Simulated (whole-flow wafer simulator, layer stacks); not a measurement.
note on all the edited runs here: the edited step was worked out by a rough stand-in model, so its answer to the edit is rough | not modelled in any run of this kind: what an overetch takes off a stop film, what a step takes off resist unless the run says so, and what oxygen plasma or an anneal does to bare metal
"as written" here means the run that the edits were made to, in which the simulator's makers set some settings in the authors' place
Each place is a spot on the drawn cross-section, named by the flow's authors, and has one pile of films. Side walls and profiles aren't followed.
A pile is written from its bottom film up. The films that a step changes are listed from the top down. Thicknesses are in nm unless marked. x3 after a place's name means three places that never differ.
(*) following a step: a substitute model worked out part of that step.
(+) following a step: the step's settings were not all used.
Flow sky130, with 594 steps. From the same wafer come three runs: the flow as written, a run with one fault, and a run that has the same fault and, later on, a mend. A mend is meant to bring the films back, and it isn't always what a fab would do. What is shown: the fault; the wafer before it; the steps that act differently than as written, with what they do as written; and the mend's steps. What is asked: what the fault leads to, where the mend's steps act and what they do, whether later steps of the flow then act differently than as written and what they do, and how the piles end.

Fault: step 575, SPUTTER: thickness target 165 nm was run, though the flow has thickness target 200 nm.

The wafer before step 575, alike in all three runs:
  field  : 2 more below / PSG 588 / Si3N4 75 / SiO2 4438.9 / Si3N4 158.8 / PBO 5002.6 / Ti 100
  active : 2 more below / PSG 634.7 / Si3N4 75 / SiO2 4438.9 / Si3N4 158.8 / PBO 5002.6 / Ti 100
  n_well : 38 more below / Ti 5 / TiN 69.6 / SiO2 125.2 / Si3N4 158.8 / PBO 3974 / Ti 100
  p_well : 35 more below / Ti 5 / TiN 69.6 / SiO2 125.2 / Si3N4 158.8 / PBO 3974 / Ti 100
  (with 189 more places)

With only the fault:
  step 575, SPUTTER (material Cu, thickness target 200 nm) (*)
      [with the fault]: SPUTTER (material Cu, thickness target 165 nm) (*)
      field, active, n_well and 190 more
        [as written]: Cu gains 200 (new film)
        [with the fault]: Cu gains 165 (new film)
  Later steps of the flow acting differently than as written (not shown: 7 more steps that differ only slightly, by at most 2% or 0.5 nm, whichever is larger):
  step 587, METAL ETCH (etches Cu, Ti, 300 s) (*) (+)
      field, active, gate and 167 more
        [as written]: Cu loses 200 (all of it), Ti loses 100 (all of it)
        [with the fault]: Cu loses 165 (all of it), Ti loses 100 (all of it)
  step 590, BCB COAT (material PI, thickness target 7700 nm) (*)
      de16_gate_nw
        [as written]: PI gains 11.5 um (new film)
        [with the fault]: PI gains 11.47 um (new film)
  At mim, sd_hvn, dext_nw_sti and 11 more, the piles at the end differ from the flow's by more than 2% or 0.5 nm, whichever is larger.
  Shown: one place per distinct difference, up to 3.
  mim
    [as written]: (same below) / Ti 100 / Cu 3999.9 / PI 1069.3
    [with the fault]: (same below) / Ti 100 / Cu 3964.9 / PI 1102.1
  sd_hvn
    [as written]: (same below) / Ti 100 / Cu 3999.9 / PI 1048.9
    [with the fault]: (same below) / Ti 100 / Cu 3964.9 / PI 1082.6
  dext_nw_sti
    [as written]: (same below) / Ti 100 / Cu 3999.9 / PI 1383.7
    [with the fault]: (same below) / Ti 100 / Cu 3964.9 / PI 1415.1

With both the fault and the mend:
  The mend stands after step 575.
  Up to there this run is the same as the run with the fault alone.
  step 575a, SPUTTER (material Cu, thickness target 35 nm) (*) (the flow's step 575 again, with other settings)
      field, active, n_well and 190 more
        Cu gains 35
  Every later step of the flow that is run acts as written at every place that is followed.
  By the end, the piles equal the flow's at every place that both follow.
